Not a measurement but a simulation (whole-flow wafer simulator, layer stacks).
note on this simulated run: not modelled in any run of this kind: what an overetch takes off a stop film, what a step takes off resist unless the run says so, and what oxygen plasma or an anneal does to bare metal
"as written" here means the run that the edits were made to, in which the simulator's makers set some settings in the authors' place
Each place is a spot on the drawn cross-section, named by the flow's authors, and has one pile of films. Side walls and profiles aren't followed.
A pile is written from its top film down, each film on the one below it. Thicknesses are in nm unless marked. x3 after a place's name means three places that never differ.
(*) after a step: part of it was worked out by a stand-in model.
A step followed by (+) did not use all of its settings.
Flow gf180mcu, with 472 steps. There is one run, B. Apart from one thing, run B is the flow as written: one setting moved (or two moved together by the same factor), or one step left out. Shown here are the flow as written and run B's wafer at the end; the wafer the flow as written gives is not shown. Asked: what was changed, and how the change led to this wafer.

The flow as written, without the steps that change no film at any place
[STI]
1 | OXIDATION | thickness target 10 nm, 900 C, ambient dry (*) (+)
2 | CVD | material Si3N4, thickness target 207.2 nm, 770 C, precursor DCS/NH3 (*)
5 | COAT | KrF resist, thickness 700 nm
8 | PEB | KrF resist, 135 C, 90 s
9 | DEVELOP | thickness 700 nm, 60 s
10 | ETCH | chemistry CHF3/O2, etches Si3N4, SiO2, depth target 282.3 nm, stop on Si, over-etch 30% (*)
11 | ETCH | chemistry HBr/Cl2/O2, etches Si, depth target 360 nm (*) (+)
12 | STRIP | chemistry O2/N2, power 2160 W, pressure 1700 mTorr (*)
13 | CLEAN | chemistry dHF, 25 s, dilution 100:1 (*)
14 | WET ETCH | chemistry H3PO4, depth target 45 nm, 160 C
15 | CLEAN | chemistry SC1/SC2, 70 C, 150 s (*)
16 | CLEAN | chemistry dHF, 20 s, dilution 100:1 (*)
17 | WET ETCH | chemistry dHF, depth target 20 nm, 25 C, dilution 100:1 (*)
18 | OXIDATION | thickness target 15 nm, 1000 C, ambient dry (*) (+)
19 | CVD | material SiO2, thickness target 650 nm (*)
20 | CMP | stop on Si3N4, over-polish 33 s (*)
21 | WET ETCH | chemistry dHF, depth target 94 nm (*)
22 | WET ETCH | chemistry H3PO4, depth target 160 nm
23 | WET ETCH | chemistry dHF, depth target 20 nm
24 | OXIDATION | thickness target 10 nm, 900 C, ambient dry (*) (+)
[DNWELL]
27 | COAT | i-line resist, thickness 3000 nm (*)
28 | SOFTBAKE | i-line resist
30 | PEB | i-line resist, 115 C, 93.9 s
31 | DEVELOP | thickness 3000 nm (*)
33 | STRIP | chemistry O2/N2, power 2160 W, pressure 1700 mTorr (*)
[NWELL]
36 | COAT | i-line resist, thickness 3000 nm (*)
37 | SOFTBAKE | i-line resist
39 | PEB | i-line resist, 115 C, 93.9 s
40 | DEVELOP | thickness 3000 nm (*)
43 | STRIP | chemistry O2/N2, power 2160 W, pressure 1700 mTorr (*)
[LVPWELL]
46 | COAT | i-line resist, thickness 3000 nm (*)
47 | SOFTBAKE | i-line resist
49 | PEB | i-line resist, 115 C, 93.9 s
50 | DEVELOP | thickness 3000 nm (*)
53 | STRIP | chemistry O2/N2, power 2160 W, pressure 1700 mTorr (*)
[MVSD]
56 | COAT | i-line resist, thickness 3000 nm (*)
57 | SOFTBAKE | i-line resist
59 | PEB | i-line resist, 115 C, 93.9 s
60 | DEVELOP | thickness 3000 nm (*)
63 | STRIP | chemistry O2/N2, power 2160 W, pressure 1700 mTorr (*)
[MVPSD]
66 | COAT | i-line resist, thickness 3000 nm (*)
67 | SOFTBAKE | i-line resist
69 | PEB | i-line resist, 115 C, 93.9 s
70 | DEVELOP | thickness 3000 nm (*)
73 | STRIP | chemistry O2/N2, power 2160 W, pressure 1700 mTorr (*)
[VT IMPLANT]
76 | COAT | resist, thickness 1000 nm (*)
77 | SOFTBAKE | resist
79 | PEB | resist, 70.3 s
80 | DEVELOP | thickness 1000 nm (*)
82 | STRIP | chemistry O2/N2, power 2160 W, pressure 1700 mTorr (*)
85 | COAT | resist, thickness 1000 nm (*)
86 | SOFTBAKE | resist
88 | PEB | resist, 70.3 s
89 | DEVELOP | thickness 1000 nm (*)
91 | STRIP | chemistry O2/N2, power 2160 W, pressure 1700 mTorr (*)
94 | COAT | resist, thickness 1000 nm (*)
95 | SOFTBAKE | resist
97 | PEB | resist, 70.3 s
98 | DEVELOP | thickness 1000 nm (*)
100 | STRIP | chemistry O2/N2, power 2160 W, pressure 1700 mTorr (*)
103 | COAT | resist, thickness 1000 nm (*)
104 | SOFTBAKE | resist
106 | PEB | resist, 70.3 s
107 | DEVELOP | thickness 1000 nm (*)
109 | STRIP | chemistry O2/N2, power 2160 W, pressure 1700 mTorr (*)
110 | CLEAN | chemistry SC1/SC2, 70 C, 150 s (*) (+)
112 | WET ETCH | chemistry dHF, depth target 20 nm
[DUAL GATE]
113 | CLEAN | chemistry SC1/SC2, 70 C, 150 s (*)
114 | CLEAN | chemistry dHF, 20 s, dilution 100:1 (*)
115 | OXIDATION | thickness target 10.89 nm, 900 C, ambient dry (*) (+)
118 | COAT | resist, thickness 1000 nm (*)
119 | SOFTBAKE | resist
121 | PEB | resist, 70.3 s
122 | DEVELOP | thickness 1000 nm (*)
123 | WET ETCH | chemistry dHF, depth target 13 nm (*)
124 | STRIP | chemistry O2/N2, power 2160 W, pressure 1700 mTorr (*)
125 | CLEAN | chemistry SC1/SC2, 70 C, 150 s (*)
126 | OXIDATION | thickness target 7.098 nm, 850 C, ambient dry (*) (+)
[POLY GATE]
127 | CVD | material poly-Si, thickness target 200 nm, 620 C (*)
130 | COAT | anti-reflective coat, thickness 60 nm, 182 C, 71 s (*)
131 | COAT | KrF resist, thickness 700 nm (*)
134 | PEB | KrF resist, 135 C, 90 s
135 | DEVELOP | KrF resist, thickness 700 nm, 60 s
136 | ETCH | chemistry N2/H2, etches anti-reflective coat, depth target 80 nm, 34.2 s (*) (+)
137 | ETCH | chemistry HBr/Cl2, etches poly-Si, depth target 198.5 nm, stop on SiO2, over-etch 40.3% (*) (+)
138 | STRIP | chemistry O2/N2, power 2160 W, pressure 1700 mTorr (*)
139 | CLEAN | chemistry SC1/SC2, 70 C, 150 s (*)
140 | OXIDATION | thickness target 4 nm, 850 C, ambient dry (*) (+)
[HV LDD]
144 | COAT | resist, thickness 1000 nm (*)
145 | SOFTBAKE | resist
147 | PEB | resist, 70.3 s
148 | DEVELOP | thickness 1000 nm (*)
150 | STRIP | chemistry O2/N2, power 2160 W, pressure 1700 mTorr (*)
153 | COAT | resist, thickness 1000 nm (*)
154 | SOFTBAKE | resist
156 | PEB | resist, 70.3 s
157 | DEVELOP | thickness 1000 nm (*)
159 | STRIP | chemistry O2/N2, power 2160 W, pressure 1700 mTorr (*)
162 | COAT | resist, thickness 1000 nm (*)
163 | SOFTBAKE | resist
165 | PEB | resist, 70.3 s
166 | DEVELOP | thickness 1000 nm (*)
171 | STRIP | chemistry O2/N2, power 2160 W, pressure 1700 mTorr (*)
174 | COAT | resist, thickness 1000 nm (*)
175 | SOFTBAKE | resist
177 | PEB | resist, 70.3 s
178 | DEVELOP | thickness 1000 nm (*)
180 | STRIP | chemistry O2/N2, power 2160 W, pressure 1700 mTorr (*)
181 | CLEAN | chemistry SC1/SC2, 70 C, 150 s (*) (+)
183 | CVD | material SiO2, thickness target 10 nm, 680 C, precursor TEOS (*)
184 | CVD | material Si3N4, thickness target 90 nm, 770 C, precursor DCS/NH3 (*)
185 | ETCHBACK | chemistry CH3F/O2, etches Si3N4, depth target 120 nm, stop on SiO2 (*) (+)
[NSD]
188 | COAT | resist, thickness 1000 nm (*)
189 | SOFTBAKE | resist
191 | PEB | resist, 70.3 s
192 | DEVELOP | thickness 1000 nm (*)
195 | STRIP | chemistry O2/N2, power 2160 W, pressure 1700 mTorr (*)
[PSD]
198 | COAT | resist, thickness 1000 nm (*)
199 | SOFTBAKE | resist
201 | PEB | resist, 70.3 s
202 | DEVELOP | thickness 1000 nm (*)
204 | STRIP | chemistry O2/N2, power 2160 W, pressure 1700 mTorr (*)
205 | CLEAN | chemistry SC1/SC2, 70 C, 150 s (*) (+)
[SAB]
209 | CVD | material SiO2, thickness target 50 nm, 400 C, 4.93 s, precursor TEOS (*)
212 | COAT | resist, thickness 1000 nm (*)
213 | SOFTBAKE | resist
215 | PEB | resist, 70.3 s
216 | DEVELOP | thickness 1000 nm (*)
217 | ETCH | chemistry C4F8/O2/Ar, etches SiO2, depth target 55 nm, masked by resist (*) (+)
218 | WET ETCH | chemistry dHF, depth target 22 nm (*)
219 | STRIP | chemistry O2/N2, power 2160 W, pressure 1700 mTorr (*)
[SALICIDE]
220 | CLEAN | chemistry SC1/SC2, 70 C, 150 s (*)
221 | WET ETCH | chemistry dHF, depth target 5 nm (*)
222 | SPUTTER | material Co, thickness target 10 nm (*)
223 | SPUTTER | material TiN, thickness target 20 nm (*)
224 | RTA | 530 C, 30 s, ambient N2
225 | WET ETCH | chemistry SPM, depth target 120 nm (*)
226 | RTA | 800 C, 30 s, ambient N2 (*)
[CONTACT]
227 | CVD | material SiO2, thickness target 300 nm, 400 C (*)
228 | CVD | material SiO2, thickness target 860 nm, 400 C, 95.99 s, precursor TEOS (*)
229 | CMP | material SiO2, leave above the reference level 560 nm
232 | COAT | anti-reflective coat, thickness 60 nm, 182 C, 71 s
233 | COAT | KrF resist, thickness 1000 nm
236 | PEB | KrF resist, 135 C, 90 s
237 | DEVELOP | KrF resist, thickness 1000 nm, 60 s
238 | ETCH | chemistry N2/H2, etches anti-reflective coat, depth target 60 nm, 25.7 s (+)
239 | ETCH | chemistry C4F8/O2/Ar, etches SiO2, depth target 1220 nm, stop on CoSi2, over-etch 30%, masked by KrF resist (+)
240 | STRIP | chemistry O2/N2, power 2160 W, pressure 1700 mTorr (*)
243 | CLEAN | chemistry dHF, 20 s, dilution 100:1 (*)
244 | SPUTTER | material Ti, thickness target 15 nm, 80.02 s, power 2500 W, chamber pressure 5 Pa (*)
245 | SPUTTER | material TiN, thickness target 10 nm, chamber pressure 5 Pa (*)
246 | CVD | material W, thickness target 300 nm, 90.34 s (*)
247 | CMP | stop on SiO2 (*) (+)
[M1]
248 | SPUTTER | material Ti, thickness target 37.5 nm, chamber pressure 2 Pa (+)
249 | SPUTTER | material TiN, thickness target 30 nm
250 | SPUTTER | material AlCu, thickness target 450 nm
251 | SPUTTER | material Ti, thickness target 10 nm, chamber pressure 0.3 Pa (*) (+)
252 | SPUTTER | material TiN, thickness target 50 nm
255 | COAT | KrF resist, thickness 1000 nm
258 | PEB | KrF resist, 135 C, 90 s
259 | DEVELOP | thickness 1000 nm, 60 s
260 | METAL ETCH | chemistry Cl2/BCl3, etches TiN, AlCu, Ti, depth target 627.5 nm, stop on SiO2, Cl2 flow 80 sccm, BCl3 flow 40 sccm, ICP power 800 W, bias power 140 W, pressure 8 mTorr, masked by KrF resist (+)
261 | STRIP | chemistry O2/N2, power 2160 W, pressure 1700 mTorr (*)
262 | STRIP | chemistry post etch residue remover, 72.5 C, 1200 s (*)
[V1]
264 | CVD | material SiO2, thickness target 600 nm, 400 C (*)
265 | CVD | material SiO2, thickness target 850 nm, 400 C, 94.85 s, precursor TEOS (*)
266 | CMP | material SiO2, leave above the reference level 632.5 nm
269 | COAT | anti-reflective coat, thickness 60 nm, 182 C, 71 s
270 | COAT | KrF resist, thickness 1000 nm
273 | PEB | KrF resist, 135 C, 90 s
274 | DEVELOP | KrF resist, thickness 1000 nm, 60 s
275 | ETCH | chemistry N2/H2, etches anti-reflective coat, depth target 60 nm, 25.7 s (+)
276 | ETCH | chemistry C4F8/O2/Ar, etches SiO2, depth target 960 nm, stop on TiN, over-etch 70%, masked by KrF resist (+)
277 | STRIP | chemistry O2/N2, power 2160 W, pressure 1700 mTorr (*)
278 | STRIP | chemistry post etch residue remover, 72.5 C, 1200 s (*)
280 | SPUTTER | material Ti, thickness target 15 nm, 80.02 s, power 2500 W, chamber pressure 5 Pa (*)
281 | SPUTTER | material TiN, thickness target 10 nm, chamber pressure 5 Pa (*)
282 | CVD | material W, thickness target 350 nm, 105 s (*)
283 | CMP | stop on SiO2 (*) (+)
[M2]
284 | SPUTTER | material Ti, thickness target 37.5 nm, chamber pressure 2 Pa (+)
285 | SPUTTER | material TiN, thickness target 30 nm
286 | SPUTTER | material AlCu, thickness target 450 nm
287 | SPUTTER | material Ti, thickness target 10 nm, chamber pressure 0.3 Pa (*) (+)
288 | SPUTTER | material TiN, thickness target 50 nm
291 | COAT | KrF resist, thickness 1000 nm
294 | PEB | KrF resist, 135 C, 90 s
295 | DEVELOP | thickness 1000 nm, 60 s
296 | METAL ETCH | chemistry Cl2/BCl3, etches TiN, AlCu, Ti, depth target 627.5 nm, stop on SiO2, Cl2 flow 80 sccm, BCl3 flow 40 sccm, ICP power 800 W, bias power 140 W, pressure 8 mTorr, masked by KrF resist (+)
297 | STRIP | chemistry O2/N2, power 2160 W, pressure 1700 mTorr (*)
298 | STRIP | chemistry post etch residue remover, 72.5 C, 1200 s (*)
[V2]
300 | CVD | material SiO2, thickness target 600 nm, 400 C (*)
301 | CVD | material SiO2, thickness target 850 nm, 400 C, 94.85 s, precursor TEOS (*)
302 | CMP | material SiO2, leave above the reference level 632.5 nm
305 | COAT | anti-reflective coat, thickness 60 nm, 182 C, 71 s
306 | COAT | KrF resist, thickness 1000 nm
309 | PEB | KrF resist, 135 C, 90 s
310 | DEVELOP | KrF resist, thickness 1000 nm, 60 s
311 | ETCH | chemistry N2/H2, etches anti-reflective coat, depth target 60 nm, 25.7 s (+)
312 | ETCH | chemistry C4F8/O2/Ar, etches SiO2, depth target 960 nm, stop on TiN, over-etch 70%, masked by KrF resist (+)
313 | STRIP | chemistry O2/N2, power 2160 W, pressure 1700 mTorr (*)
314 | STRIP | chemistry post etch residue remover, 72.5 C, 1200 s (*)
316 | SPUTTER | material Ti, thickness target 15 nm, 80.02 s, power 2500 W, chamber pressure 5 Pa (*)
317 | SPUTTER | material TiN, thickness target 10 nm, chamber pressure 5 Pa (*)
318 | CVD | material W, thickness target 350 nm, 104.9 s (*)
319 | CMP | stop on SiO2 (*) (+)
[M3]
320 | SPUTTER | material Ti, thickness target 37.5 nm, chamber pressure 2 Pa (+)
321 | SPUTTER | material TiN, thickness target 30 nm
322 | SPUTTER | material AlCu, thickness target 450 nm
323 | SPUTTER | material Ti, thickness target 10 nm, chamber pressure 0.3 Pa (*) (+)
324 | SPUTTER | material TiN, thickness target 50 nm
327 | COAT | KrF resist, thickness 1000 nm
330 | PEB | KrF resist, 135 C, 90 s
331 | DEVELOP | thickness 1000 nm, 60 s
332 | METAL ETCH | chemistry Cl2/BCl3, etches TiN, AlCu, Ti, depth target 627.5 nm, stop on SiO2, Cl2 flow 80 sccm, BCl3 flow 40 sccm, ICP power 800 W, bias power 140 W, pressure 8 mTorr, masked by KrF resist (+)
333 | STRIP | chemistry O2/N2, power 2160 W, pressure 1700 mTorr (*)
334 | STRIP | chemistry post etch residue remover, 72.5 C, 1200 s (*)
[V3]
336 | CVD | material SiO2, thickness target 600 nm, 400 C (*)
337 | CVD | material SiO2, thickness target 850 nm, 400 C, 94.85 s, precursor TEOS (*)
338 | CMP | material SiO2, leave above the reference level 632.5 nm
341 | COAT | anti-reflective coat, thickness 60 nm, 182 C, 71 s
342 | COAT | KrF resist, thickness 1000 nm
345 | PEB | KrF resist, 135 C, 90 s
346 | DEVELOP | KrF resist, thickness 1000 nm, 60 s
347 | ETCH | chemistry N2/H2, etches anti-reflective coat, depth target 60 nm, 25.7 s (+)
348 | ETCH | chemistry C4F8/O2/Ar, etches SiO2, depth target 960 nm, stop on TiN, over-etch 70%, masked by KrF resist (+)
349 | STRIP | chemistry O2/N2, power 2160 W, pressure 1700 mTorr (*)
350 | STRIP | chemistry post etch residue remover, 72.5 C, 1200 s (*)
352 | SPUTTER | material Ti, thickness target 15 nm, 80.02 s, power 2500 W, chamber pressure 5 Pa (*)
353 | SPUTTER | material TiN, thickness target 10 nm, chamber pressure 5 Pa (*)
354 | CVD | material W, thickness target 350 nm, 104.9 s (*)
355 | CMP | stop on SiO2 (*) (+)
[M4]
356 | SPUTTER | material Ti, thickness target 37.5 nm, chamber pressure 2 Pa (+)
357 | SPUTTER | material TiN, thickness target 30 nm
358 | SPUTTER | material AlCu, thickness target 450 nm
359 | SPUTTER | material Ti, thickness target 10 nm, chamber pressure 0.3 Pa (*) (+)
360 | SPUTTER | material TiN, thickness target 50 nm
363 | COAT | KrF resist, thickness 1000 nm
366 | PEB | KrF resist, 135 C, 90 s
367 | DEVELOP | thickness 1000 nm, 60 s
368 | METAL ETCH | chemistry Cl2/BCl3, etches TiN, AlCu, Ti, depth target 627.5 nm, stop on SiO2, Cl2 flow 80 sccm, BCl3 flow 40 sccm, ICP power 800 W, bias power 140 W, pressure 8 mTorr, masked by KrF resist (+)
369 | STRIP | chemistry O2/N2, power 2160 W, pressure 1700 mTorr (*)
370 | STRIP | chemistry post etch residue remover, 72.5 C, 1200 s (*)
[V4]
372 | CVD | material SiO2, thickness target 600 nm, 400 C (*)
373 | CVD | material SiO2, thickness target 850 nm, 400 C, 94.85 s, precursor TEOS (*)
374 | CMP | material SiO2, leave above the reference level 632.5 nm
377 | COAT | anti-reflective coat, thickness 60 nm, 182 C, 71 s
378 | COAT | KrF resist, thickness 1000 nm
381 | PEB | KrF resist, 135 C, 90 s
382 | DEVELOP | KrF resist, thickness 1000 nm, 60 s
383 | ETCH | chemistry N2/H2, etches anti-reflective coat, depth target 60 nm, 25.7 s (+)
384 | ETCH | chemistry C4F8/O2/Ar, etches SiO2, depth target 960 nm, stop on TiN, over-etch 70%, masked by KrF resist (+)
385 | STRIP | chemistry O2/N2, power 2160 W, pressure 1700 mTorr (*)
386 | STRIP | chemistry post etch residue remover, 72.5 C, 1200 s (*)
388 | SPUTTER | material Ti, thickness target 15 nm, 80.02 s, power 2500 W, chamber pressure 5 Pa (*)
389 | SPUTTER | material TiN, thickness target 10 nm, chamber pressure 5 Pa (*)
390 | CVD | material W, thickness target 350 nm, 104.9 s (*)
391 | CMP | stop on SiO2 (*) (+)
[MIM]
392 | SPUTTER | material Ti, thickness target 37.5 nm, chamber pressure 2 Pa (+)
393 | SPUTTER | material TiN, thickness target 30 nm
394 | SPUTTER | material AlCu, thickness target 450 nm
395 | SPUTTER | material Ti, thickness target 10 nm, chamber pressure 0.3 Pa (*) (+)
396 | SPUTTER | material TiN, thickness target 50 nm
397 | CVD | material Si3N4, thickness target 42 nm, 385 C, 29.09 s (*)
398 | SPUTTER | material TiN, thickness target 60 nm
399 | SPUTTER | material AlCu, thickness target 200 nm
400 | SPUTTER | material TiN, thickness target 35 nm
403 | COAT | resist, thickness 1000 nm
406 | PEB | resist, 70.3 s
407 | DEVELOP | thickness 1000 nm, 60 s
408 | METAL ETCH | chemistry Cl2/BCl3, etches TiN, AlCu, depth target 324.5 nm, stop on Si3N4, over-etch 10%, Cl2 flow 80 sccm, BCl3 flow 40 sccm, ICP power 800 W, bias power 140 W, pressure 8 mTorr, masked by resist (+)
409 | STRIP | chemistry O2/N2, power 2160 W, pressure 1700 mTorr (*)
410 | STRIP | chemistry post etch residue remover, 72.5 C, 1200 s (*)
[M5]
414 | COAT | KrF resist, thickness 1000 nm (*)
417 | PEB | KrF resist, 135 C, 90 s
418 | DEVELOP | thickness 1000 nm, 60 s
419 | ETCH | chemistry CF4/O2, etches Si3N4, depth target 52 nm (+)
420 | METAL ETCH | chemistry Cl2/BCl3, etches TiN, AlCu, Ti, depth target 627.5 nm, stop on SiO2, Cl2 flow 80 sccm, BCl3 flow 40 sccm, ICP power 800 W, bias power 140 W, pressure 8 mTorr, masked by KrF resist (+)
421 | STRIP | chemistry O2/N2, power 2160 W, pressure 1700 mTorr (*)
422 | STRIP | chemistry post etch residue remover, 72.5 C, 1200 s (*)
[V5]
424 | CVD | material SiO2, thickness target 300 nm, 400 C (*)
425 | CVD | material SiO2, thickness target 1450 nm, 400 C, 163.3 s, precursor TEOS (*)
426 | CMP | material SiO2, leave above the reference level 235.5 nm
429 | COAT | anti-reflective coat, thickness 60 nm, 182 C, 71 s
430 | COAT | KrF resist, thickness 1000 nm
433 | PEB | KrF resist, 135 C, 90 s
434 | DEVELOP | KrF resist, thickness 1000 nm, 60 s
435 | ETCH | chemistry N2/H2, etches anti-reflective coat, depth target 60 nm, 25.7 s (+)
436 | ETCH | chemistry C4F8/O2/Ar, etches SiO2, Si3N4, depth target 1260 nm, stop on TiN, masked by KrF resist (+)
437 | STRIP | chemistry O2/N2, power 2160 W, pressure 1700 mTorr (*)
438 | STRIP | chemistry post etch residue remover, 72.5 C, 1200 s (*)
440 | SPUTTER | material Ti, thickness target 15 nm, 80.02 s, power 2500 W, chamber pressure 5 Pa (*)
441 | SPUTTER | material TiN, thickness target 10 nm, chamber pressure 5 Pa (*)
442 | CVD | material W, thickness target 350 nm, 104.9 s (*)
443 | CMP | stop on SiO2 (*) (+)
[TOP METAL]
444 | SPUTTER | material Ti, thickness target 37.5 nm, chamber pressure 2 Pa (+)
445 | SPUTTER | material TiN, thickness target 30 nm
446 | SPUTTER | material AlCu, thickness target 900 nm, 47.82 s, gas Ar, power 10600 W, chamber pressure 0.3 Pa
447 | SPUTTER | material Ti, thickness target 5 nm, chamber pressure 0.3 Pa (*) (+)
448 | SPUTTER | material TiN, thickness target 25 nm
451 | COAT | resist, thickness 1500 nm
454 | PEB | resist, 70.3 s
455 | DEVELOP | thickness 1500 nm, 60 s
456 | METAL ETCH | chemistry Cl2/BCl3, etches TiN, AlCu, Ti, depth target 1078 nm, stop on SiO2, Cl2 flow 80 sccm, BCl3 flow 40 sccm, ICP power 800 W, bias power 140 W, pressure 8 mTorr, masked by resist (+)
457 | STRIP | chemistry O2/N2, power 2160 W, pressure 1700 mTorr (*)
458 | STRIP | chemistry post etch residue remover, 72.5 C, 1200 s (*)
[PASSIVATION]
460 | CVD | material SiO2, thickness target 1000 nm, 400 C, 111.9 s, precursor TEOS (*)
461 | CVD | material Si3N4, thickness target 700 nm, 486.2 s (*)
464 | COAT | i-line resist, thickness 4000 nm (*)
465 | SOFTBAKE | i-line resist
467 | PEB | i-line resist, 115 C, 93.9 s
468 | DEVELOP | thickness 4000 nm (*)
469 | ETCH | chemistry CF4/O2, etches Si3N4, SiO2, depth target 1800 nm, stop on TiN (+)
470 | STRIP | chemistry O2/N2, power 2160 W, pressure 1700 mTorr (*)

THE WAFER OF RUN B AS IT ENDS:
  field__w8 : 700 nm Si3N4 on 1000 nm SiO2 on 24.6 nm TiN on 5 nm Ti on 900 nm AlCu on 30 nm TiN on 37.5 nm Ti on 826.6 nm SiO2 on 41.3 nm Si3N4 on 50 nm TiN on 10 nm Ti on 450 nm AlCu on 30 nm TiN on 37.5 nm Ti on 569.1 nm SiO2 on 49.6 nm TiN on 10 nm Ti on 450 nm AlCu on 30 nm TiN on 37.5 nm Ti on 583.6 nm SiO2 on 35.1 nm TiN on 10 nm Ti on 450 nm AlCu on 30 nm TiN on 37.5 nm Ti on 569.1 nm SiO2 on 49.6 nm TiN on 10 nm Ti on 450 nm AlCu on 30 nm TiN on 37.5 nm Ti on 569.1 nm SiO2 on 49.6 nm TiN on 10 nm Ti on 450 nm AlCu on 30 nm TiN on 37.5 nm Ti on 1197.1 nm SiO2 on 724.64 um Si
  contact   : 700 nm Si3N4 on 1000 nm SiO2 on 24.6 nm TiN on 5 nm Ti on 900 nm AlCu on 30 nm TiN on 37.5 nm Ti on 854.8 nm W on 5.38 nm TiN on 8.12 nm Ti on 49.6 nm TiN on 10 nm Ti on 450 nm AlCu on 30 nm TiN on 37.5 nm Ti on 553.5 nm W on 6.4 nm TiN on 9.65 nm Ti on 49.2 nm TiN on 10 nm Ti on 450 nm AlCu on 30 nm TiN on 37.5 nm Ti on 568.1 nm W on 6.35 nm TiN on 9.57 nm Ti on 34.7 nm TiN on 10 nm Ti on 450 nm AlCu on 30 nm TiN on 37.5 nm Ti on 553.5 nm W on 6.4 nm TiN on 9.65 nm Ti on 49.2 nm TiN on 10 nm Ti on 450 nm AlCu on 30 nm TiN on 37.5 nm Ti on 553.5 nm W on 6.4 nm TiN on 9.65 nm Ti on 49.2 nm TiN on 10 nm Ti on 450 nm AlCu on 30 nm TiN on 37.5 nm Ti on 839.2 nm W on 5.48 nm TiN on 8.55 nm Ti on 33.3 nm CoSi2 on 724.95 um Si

Cause: step 324, SPUTTER: thickness target 35.5 nm was run, though the flow has thickness target 50 nm.

Step by step, how the change led to this:
  324 | SPUTTER | material TiN, thickness target 50 nm
      field, field__w1, field__w2 and 108 more: TiN gains 35.5 (new film) (it would be, as written: TiN gains 50 (new film))
  332 | METAL ETCH | chemistry Cl2/BCl3, etches TiN, AlCu, Ti, depth target 627.5 nm, stop on SiO2, Cl2 flow 80 sccm, BCl3 flow 40 sccm, ICP power 800 W, bias power 140 W, pressure 8 mTorr, masked by KrF resist (+)
      field, field__w1, field__w2 and 103 more: TiN loses 35.5 (all of it), Ti loses 10 (all of it), AlCu loses 450 (all of it), TiN loses 30 (all of it), Ti loses 37.5 (all of it) (it would be, as written: TiN loses 50 (all of it), Ti loses 10 (all of it), AlCu loses 450 (all of it), TiN loses 30 (all of it), Ti loses 37.5 (all of it))
  348 | ETCH | chemistry C4F8/O2/Ar, etches SiO2, depth target 960 nm, stop on TiN, over-etch 70%, masked by KrF resist (+)
      contact: SiO2 loses 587 (all of it) (it would be, as written: SiO2 loses 572.5 (all of it))
